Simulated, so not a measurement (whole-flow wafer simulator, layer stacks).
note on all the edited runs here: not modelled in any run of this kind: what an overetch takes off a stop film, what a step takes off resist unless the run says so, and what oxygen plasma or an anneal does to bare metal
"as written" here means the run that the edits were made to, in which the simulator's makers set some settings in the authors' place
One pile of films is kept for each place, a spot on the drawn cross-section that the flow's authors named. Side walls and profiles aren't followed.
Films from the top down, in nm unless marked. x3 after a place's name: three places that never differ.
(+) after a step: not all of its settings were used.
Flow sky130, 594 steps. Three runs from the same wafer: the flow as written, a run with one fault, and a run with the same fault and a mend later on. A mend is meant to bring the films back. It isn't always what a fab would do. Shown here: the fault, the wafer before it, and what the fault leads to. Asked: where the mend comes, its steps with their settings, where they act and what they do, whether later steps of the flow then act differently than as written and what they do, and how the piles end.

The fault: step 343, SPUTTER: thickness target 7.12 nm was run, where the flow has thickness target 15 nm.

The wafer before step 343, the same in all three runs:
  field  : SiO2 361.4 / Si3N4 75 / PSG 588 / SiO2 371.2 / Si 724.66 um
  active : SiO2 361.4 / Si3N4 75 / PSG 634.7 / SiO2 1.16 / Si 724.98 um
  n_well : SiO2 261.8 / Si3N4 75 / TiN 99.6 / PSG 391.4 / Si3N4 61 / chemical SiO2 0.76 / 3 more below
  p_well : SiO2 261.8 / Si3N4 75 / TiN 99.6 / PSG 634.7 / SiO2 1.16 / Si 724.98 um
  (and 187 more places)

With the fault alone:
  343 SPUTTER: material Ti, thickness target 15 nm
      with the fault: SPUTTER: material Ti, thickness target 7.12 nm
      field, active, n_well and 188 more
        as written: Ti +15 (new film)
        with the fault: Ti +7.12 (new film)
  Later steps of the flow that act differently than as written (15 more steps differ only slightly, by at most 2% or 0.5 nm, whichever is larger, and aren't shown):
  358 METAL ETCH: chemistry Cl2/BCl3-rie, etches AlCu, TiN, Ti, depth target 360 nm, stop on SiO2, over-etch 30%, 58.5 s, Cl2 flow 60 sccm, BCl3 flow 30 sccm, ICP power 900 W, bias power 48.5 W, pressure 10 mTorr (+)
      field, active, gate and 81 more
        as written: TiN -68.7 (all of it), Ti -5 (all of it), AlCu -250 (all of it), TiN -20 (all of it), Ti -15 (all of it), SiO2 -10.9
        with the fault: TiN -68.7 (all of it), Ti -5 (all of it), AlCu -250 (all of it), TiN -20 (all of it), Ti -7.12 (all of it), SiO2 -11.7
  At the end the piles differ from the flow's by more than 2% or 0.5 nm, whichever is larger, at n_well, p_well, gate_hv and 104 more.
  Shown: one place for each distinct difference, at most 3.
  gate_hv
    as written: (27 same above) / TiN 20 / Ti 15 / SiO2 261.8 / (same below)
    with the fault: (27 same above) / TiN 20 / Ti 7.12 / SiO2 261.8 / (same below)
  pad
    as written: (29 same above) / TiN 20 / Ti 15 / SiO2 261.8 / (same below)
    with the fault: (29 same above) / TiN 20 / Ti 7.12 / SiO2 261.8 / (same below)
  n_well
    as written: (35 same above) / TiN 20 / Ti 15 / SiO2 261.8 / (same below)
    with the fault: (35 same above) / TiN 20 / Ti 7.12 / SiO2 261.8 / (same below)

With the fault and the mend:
  The mend comes after step 343.
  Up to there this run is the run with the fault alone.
  343a SPUTTER: material Ti, thickness target 7.88 nm (the flow's step 343 once more, with other settings)
      field, active, n_well and 188 more
        Ti +7.88
  No later step of the flow acts differently than as written at any place that is followed.
  At the end the piles are the same as the flow's at every place that both follow.
